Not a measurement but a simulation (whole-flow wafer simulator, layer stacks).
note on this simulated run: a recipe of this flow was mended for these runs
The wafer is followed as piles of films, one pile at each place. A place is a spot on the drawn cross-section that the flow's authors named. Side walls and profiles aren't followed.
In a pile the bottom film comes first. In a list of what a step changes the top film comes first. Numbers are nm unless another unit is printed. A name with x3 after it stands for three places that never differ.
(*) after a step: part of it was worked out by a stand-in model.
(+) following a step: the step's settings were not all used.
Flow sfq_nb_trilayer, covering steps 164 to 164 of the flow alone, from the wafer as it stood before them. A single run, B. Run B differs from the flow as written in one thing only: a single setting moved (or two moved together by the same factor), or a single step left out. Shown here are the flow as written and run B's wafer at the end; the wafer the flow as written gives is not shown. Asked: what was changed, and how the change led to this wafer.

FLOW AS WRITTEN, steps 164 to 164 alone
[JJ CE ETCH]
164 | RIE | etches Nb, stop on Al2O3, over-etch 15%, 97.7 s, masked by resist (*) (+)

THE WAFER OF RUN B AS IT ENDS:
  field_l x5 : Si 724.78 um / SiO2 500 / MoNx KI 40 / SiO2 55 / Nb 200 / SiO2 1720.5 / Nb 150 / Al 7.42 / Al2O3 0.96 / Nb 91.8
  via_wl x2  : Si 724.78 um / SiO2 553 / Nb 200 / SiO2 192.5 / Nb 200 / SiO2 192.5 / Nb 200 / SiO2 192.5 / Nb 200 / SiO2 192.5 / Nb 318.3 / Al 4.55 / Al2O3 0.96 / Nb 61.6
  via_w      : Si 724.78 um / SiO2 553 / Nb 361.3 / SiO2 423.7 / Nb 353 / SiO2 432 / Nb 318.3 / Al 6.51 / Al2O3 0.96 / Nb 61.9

Cause: step 164, RIE: 39.1 s was run, though the flow has 97.7 s.

Step by step, how the change led to this:
  164 | RIE | etches Nb, stop on Al2O3, over-etch 15%, 97.7 s, masked by resist (*) (+)
      field_l x5, v_sur x17, via_v and 76 more: Nb loses 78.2 (in the flow as written it would be: Nb loses 170 (all of it), Al2O3 loses 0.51)
      via_wl x2: Nb loses 78.2 (in the flow as written it would be: Nb loses 139.9 (all of it), Al2O3 loses 0.96 (all of it))
      (and at 5 other places as well)
With metal films that touch counted as one body, field_l x5 has 4 bodies (between them, from the top down: Al2O3 0.96; SiO2 1720.5; SiO2 55); the flow as written gives 3 bodies (between them, from the top down: SiO2 1720.5; SiO2 55).
With metal films that touch counted as one body, via_wl x2 has 6 bodies (between them, from the top down: Al2O3 0.96; SiO2 192.5; SiO2 192.5; SiO2 192.5; SiO2 192.5); the flow as written gives 5 bodies (between them, from the top down: SiO2 192.5; SiO2 192.5; SiO2 192.5; SiO2 192.5).
With metal films that touch counted as one body, via_w has 4 bodies (between them, from the top down: Al2O3 0.96; SiO2 432; SiO2 423.7); the flow as written gives 3 bodies (between them, from the top down: SiO2 432; SiO2 423.7).
